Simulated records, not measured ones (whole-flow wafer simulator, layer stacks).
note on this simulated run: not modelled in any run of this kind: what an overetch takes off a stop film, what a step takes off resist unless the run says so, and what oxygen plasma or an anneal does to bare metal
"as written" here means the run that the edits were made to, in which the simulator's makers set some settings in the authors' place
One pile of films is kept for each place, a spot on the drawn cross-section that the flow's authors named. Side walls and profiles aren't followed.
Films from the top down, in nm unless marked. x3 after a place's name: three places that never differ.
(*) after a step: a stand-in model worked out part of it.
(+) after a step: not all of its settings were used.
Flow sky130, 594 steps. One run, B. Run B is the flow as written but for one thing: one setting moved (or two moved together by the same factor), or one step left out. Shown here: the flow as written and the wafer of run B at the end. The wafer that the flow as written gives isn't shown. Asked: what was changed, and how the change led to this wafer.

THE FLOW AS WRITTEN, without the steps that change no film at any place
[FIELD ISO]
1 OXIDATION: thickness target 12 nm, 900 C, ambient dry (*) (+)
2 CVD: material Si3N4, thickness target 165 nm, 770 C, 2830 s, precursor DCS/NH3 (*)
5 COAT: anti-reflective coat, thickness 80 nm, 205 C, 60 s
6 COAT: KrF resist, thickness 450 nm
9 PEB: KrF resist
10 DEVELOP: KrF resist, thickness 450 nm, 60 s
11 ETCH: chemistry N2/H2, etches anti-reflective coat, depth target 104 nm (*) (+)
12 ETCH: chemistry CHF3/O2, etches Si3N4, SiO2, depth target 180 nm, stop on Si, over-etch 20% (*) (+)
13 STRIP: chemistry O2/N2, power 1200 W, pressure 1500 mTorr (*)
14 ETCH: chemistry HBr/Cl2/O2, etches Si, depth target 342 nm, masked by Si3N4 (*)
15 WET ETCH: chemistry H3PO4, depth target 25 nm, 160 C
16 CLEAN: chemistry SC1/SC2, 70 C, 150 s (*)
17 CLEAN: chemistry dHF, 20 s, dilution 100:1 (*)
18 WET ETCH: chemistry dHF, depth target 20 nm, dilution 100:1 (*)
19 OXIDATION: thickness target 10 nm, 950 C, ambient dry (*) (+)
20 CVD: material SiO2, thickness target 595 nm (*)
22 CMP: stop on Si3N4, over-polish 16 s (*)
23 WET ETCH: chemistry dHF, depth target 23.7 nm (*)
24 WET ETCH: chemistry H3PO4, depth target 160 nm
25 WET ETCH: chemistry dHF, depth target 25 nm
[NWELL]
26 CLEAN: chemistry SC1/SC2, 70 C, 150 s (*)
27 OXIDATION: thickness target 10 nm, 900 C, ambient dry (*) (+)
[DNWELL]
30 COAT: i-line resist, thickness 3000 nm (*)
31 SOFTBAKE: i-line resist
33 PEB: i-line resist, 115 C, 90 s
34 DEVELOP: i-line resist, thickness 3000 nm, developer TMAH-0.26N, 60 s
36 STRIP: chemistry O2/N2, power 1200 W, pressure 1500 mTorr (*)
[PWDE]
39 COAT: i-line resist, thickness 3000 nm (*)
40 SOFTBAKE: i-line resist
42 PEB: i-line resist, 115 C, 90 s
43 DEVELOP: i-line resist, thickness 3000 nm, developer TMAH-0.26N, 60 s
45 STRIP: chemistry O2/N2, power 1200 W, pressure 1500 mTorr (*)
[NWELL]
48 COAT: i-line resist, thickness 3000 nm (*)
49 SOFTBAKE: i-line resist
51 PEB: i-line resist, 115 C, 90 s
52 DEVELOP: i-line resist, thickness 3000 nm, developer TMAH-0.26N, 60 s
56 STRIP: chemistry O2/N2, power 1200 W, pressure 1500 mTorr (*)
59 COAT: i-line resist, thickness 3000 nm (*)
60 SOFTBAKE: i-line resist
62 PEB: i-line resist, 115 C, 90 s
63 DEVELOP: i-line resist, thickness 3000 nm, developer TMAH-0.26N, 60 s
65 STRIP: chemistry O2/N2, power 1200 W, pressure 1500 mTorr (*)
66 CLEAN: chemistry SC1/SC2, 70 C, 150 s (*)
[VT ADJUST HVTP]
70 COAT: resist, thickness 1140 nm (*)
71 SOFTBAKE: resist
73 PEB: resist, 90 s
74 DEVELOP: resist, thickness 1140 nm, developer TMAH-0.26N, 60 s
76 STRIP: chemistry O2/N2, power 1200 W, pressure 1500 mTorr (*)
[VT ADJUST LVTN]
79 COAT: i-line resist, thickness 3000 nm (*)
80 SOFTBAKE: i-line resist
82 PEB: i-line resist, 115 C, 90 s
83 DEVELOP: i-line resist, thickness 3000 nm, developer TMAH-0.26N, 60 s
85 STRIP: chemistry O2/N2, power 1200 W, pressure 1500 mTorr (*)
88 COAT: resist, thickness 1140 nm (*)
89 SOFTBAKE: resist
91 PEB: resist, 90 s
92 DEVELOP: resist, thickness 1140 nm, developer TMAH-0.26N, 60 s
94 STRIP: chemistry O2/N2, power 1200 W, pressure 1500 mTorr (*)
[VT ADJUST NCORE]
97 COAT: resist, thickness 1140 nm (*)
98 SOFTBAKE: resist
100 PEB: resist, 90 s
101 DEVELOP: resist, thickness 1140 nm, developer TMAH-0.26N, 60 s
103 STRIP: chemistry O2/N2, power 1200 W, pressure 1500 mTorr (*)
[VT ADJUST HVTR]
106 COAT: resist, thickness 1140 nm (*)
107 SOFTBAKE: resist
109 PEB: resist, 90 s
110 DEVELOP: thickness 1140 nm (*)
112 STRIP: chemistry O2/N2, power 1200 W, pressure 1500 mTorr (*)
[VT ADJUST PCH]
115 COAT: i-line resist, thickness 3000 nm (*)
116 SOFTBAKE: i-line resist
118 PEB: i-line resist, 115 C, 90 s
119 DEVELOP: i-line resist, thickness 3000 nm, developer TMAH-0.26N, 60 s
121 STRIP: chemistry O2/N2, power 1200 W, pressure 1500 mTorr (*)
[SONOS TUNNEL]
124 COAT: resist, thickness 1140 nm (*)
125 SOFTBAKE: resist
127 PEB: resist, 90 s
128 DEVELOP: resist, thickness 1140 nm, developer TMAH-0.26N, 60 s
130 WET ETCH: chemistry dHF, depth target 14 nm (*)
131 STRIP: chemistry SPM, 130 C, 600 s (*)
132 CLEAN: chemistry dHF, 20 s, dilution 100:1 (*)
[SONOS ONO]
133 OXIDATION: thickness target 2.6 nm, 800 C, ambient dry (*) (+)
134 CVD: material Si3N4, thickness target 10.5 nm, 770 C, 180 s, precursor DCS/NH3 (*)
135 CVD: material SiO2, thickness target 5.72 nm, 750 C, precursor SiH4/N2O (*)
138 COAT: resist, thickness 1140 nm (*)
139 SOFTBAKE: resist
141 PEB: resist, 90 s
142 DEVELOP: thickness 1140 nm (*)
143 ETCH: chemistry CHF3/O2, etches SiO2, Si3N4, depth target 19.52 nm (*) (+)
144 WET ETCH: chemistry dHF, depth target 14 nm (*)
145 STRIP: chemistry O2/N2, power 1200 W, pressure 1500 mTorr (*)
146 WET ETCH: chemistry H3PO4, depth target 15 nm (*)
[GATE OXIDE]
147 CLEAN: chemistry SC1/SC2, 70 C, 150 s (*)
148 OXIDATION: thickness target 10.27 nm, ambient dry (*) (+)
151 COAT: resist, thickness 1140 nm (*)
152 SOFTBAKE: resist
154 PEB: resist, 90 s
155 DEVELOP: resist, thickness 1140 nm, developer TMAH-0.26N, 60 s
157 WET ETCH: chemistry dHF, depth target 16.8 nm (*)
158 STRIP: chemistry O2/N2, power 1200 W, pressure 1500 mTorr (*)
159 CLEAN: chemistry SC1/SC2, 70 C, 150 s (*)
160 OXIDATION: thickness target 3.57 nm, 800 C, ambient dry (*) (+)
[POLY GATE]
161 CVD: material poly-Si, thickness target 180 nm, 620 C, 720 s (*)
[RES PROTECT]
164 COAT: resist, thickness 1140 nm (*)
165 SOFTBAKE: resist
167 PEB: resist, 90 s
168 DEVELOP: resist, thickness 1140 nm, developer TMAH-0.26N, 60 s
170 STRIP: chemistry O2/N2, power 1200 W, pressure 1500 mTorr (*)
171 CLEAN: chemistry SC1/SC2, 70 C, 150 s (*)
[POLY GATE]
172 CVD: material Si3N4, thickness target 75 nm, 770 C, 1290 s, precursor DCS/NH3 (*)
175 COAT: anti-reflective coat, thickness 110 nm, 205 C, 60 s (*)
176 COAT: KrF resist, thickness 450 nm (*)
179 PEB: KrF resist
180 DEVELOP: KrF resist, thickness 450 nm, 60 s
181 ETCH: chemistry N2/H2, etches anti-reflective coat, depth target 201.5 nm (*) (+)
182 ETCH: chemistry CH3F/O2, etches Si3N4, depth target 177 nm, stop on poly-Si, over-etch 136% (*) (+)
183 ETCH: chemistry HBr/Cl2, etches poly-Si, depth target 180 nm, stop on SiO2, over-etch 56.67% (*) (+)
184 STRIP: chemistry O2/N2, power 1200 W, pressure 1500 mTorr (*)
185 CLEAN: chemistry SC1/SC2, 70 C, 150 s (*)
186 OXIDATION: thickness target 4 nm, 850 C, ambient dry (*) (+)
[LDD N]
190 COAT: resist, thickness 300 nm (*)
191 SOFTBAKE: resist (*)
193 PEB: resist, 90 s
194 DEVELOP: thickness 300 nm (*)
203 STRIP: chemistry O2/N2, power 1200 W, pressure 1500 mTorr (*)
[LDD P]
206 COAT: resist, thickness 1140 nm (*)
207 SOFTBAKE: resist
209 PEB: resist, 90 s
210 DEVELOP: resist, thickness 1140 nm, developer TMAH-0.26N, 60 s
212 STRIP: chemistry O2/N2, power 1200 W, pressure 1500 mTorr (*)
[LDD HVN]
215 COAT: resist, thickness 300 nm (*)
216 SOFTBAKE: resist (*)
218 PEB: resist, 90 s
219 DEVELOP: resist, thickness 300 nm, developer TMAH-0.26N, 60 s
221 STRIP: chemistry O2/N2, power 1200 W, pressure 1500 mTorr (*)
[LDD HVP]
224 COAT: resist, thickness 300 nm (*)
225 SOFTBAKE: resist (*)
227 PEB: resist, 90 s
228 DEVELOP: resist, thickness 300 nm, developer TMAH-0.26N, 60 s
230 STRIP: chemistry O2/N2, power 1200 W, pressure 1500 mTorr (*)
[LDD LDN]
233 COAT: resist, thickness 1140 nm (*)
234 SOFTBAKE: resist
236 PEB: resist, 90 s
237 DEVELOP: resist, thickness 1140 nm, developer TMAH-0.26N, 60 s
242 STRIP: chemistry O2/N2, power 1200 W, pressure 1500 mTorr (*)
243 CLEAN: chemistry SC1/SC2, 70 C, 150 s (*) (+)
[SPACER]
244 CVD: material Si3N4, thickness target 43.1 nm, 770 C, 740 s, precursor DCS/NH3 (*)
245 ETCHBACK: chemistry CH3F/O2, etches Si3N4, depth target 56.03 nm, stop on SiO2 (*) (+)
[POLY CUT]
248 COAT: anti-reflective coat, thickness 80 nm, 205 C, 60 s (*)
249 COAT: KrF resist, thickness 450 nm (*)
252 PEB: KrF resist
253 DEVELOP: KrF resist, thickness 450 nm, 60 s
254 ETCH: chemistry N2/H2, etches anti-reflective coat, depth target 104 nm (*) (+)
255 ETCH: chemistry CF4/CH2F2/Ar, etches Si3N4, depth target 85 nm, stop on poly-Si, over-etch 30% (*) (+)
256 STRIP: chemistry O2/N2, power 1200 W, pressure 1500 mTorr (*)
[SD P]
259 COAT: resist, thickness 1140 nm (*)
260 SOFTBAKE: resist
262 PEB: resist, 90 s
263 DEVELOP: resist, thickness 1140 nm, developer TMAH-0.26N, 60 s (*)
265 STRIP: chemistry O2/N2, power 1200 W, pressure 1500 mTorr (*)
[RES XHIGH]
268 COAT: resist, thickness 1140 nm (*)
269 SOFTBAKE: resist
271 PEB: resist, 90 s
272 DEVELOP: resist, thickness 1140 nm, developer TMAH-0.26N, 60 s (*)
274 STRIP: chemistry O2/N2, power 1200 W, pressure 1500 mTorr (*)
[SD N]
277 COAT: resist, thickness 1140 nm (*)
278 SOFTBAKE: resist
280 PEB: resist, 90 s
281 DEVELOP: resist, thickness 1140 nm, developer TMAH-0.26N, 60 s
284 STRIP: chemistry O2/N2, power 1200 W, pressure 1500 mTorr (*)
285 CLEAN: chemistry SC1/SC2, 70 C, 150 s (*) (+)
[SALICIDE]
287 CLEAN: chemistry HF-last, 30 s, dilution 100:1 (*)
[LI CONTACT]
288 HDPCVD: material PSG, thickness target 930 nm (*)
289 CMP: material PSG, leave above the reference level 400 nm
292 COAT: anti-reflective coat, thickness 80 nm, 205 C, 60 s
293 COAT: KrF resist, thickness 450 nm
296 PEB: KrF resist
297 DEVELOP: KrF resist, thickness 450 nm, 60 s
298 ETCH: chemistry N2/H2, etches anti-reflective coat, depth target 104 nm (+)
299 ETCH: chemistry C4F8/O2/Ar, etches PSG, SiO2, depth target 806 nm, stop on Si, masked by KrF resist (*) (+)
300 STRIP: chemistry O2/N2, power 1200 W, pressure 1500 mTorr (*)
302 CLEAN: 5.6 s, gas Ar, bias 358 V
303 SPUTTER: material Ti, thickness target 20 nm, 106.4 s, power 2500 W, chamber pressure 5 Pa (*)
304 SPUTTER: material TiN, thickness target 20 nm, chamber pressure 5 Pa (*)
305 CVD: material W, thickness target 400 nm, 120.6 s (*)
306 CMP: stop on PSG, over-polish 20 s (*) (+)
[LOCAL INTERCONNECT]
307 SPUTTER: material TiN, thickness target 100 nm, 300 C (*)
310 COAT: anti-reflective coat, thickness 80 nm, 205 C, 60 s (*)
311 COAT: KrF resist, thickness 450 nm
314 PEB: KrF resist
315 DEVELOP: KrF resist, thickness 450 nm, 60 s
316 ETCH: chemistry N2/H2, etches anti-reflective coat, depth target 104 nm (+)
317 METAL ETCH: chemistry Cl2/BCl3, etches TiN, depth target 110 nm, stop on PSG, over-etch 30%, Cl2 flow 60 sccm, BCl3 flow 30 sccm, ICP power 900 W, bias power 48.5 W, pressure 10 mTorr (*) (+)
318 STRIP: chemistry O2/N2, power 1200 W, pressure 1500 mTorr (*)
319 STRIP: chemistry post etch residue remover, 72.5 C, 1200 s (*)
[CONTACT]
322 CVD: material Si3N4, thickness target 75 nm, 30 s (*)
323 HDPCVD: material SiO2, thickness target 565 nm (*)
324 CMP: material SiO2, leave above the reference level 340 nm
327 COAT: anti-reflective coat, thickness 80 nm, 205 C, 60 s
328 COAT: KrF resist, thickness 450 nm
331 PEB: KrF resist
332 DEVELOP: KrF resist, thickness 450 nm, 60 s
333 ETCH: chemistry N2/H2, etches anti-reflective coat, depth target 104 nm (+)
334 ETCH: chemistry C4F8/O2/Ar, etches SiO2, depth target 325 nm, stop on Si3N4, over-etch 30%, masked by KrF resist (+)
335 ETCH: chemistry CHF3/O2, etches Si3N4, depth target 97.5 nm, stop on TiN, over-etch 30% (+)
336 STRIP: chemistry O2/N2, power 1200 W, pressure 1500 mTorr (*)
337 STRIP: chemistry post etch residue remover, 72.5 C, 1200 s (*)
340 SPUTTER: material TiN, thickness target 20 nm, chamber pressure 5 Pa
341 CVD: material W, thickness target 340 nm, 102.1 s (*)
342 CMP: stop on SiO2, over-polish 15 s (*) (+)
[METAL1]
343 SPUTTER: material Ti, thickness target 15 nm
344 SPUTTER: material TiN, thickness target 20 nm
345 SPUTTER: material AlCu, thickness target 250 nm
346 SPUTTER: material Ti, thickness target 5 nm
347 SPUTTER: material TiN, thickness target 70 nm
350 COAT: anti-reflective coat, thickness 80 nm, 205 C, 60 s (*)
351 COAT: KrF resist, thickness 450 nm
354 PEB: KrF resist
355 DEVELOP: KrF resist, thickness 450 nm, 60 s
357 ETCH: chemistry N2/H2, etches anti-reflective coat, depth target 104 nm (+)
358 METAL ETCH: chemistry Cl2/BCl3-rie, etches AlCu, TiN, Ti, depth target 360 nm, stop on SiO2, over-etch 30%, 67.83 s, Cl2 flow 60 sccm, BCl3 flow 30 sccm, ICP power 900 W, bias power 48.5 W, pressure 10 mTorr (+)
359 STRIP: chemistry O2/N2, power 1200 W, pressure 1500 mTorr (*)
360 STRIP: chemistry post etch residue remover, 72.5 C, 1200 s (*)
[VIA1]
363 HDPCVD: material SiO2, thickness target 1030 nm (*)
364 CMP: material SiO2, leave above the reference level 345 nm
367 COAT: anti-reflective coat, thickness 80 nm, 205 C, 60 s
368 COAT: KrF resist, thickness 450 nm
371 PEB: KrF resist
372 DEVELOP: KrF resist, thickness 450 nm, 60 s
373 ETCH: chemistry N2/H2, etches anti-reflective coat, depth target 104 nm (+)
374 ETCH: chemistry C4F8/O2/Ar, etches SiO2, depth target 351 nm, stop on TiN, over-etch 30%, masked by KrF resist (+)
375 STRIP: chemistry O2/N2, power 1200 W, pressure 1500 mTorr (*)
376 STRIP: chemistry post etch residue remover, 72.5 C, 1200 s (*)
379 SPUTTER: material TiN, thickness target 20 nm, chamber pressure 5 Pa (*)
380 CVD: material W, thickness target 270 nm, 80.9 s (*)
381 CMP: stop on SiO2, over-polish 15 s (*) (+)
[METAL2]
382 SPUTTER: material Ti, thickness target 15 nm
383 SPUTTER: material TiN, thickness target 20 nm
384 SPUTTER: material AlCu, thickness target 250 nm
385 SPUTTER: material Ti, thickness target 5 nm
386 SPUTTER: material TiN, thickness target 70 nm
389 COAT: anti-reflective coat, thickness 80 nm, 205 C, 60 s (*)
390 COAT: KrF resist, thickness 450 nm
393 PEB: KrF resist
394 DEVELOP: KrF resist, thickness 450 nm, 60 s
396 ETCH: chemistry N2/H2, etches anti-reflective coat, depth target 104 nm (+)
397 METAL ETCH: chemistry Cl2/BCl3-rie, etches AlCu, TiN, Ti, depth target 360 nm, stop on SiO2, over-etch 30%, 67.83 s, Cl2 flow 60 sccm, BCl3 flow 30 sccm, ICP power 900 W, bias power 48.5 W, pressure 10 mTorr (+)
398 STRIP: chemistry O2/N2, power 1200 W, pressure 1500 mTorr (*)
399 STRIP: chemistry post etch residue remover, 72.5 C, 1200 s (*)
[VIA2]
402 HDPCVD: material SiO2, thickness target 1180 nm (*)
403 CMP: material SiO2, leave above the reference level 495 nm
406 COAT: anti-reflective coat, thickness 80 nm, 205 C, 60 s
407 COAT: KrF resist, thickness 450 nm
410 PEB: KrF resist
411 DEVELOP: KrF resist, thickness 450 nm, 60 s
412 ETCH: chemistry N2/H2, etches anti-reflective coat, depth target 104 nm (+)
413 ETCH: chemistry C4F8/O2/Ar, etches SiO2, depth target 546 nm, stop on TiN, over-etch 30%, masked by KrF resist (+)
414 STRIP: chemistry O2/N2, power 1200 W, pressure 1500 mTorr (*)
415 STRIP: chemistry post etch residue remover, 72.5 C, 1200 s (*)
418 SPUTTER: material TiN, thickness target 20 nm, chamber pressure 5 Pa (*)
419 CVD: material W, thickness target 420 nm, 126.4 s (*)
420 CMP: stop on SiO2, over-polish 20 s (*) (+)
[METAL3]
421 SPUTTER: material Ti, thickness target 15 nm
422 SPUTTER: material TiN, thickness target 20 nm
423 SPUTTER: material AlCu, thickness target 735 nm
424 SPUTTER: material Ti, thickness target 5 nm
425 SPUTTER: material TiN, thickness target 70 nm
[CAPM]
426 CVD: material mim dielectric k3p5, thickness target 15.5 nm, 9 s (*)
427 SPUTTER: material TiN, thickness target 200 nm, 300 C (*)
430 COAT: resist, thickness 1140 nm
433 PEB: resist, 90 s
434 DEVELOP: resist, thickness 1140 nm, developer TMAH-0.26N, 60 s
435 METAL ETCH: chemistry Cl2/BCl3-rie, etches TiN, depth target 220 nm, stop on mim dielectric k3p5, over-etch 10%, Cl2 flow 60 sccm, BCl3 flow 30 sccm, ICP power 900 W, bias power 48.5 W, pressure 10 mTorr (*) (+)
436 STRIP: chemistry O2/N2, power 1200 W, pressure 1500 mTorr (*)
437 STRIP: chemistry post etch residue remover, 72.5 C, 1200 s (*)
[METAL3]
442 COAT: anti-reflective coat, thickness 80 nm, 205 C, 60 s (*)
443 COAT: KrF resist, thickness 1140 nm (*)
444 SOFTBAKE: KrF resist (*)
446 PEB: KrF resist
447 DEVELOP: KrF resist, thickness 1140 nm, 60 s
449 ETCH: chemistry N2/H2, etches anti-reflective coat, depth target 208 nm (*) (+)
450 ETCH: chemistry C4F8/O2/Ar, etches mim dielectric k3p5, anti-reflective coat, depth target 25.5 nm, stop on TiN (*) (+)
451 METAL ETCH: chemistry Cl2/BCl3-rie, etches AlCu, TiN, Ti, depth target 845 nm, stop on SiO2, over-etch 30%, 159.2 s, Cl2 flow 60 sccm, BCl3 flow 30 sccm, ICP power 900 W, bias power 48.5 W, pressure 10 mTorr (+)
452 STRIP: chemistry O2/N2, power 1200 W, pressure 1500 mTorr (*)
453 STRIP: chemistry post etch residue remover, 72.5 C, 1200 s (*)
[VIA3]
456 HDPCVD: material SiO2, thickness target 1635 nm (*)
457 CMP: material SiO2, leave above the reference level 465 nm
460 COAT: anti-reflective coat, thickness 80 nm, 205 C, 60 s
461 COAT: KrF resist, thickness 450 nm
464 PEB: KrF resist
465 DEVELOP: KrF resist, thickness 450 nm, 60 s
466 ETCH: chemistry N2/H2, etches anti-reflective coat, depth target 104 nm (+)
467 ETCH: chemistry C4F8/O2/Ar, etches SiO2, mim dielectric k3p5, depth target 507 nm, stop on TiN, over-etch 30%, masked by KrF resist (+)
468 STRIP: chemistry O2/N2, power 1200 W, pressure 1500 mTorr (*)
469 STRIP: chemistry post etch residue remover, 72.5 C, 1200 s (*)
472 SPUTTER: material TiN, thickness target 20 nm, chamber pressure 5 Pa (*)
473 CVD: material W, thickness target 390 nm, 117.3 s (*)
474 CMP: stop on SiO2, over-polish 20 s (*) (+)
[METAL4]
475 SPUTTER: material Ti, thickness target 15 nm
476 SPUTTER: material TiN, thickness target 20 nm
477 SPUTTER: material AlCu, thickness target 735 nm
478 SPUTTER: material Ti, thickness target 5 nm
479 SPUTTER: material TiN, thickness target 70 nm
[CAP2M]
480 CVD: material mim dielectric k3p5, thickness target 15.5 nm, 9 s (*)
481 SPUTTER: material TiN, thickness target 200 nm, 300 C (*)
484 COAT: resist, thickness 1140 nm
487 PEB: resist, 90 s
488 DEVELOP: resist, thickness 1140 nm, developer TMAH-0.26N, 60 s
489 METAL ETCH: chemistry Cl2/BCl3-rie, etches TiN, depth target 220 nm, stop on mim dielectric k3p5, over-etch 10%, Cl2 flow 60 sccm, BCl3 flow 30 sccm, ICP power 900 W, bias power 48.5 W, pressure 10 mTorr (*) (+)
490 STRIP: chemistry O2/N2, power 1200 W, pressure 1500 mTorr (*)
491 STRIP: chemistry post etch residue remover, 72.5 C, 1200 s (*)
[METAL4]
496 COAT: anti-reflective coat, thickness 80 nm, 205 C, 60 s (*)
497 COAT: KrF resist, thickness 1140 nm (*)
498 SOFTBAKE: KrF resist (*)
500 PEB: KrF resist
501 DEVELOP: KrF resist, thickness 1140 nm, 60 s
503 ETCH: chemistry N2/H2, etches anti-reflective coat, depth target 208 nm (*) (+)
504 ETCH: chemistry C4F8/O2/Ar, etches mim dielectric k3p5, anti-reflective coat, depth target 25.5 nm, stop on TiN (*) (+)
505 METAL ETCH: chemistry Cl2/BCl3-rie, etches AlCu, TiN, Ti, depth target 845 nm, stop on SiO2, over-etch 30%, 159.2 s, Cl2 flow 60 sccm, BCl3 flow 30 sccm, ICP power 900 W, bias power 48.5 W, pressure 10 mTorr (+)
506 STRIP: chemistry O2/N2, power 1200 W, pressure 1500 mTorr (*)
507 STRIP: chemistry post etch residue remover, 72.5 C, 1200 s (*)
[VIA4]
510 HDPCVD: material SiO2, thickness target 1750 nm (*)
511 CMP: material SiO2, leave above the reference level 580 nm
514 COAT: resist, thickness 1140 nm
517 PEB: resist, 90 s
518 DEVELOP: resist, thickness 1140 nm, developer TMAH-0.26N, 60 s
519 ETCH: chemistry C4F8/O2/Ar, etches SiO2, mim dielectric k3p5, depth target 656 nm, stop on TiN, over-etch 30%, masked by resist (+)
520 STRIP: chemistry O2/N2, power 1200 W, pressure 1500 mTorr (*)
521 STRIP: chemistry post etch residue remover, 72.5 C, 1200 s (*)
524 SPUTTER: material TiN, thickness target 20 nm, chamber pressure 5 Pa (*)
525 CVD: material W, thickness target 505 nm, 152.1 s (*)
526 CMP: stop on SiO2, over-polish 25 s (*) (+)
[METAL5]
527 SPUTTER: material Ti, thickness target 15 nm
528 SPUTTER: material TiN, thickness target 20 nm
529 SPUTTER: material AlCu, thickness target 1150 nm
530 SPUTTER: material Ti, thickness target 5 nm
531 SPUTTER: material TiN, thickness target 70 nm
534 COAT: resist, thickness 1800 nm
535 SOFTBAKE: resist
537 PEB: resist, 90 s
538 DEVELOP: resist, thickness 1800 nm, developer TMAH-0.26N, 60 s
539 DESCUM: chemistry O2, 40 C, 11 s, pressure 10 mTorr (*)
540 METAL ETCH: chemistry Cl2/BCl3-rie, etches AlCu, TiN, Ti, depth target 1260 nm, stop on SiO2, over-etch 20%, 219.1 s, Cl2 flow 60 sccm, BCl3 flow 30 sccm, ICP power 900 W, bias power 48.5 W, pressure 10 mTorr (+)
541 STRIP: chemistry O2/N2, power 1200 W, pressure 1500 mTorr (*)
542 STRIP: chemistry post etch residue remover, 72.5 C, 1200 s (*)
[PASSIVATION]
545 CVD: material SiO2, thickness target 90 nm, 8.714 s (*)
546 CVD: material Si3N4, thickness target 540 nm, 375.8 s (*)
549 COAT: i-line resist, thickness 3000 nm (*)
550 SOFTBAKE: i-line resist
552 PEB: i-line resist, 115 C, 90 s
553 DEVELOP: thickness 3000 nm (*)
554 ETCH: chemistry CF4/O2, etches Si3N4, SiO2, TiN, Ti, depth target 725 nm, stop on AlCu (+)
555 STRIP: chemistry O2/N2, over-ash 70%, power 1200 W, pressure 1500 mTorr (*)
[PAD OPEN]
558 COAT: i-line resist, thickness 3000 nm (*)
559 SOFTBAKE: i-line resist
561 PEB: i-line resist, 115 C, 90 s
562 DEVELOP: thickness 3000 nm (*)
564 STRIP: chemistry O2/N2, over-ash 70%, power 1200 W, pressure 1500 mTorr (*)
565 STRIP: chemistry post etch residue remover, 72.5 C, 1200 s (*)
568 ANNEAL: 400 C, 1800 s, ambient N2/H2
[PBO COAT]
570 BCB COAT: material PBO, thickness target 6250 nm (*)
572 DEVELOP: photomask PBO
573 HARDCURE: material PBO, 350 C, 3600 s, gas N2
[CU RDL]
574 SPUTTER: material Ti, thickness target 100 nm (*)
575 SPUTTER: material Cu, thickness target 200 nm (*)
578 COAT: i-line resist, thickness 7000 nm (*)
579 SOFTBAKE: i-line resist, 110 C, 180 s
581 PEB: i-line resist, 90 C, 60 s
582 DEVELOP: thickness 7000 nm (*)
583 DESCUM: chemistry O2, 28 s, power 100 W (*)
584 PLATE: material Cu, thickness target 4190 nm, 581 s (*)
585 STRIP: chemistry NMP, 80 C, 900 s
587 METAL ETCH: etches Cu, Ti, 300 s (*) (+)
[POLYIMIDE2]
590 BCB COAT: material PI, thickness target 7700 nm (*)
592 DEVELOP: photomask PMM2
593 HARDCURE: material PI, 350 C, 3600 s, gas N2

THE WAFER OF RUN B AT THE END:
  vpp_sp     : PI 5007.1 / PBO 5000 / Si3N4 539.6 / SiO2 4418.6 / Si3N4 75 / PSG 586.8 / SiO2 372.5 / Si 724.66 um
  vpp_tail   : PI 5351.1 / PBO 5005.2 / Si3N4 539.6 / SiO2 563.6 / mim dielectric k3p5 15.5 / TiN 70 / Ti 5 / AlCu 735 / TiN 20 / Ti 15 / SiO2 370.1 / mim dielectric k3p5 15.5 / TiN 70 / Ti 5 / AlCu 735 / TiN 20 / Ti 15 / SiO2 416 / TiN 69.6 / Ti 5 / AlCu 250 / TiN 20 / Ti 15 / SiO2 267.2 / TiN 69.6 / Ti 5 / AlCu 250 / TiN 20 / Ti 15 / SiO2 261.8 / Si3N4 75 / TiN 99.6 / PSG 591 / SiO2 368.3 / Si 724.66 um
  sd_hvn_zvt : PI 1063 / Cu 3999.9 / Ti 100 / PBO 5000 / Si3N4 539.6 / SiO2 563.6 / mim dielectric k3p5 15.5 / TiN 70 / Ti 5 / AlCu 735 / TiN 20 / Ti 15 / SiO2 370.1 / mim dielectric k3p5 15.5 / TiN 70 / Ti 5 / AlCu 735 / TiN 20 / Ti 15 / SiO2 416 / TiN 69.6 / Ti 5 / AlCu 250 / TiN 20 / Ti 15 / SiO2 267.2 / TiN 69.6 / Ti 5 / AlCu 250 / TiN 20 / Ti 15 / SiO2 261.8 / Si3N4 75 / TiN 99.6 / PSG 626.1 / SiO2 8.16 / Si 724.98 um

The cause: step 540, METAL ETCH: over-etch 8.25% was run, where the flow has over-etch 20%.

How the change led to this, step by step:
  540 METAL ETCH: chemistry Cl2/BCl3-rie, etches AlCu, TiN, Ti, depth target 1260 nm, stop on SiO2, over-etch 20%, 219.1 s, Cl2 flow 60 sccm, BCl3 flow 30 sccm, ICP power 900 W, bias power 48.5 W, pressure 10 mTorr (+)
      field, active, gate and 175 more: TiN -70 (all of it), Ti -5 (all of it), AlCu -1150 (all of it), TiN -20 (all of it), Ti -15 (all of it), SiO2 -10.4 (as written it would be: TiN -70 (all of it), Ti -5 (all of it), AlCu -1150 (all of it), TiN -20 (all of it), Ti -15 (all of it), SiO2 -25.2)
      n_well, p_well, sd_n and 12 more: resist -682 (as written it would be: resist -756)
  541 STRIP: chemistry O2/N2, power 1200 W, pressure 1500 mTorr (*)
      n_well, p_well, sd_n and 9 more: resist -1000.4 (all of it) (as written it would be: resist -926.4 (all of it))
      m1: resist -1002.4 (all of it) (as written it would be: resist -928.4 (all of it))
      (and at 2 more places)
  552 PEB: i-line resist, 115 C, 90 s
      iso_guard__w2: i-line resist -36 (as written it would be: i-line resist -36.8)
  561 PEB: i-line resist, 115 C, 90 s
      iso_guard__w2: i-line resist -36 (as written it would be: i-line resist -36.8)
  578 COAT: i-line resist, thickness 7000 nm (*)
      pad: i-line resist +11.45 um (new film) (as written it would be: i-line resist +11.43 um (new film))
  582 DEVELOP: thickness 7000 nm (*)
      pad: i-line resist -11.45 um (all of it) (as written it would be: i-line resist -11.43 um (all of it))
